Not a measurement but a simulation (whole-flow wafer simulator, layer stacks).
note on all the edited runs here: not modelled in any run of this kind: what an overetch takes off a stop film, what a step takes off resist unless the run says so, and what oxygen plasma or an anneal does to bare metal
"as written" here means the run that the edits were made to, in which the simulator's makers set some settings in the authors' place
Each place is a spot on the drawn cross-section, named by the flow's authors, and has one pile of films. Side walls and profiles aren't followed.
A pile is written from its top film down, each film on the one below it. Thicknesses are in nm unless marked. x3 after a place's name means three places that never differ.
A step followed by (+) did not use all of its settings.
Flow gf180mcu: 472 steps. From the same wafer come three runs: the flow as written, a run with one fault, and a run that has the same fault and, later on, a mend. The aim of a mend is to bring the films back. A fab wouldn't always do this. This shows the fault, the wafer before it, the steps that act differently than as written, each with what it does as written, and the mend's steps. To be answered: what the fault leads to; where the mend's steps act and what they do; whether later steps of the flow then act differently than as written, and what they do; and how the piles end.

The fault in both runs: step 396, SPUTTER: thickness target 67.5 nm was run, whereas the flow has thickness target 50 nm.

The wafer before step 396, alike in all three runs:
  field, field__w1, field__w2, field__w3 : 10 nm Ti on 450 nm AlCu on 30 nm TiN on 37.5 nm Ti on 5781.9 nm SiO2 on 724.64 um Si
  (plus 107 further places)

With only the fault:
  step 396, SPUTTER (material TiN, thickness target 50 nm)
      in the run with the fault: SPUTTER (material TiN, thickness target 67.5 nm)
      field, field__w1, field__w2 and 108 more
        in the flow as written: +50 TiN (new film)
        in the run with the fault: +67.5 TiN (new film)
  Steps later in the flow that act otherwise than as written (1 more step, not shown, differs only slightly: by at most 2% or 0.5 nm, whichever is larger):
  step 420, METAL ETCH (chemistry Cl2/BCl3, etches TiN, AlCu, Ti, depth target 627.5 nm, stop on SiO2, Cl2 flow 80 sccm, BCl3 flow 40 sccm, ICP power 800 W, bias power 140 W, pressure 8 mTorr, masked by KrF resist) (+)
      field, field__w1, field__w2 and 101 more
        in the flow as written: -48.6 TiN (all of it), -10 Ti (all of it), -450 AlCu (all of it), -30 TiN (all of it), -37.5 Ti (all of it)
        in the run with the fault: -66.1 TiN (all of it), -10 Ti (all of it), -450 AlCu (all of it), -30 TiN (all of it), -37.5 Ti (all of it)
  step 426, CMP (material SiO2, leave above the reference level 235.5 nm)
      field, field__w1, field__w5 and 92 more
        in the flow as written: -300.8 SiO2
        in the run with the fault: -283.3 SiO2
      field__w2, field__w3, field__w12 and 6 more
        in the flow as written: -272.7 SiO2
        in the run with the fault: -254.4 SiO2
  At field__w4, field__w8, contact, m1, m1__w1, mim, mim_1p0, m1_nw, the piles at the end differ from the flow's by more than 2% or 0.5 nm, whichever is larger.
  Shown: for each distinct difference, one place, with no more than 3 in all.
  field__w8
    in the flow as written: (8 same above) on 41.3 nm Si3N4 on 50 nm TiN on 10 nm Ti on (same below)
    in the run with the fault: (8 same above) on 41.3 nm Si3N4 on 67.5 nm TiN on 10 nm Ti on (same below)
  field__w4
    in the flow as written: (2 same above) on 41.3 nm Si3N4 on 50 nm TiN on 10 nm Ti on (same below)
    in the run with the fault: (2 same above) on 41.3 nm Si3N4 on 67.5 nm TiN on 10 nm Ti on (same below)
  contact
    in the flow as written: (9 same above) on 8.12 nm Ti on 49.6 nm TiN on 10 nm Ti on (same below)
    in the run with the fault: (9 same above) on 8.12 nm Ti on 67.1 nm TiN on 10 nm Ti on (same below)

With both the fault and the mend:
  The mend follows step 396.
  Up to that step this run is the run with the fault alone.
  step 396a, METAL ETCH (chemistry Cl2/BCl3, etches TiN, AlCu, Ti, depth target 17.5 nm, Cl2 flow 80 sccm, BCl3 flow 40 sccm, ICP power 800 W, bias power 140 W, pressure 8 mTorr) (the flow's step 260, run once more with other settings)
      field, field__w1, field__w2 and 108 more
        -17.5 TiN
  None of the later steps of the flow acts differently than as written at any place that is followed.
  By the end, the piles equal the flow's at every place that both follow.
